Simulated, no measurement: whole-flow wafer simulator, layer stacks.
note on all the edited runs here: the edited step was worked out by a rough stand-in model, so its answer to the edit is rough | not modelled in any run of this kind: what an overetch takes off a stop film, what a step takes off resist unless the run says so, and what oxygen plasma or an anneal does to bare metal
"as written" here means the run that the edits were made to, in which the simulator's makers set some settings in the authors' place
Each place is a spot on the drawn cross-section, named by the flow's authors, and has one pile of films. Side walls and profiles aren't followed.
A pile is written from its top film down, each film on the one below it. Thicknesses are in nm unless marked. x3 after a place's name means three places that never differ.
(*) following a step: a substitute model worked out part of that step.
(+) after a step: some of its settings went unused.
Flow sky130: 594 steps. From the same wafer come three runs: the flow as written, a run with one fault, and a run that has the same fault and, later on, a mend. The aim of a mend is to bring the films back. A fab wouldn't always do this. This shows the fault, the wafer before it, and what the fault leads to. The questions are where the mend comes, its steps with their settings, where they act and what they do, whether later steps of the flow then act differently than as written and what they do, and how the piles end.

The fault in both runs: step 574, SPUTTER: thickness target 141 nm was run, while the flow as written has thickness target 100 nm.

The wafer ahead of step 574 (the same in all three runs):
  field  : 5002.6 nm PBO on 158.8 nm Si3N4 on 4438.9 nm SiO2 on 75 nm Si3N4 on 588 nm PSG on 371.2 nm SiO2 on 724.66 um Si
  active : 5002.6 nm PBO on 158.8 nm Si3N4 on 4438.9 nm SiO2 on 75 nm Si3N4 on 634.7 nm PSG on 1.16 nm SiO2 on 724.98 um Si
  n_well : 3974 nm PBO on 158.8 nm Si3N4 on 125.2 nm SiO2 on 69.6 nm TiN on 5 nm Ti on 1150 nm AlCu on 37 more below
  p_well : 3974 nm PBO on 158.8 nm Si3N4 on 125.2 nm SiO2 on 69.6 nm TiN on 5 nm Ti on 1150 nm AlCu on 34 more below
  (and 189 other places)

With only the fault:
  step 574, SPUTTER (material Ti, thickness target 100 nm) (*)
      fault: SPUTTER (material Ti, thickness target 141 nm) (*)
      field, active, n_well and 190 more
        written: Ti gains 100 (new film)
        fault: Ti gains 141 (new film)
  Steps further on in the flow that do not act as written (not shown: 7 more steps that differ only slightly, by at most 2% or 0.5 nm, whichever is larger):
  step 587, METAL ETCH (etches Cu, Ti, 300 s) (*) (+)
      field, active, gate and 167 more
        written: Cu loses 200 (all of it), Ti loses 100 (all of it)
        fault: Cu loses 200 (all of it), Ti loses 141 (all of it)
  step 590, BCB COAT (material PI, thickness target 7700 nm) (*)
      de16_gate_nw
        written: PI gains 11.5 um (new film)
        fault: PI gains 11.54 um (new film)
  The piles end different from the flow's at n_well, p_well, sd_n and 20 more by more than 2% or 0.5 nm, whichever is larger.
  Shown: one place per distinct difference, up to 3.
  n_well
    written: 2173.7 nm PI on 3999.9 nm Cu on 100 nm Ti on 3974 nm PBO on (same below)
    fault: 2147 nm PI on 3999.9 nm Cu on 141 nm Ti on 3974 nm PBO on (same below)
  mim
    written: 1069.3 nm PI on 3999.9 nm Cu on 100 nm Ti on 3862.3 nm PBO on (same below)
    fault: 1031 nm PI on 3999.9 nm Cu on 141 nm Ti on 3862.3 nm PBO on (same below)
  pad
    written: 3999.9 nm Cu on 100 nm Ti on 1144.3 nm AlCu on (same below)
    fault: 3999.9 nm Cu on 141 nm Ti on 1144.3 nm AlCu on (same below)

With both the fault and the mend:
  The mend follows step 574.
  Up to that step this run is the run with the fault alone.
  step 574a, ETCH (chemistry CF4/O2, etches Si3N4, SiO2, TiN, Ti, depth target 41 nm) (a further turn of the flow's step 554, with different settings)
      field, active, n_well and 190 more
        Ti loses 41
  Every later step of the flow that is run acts as written, at every place that is followed, to within 2% or 0.5 nm, whichever is larger.
  At every place that both follow, the piles at the end match the flow's.
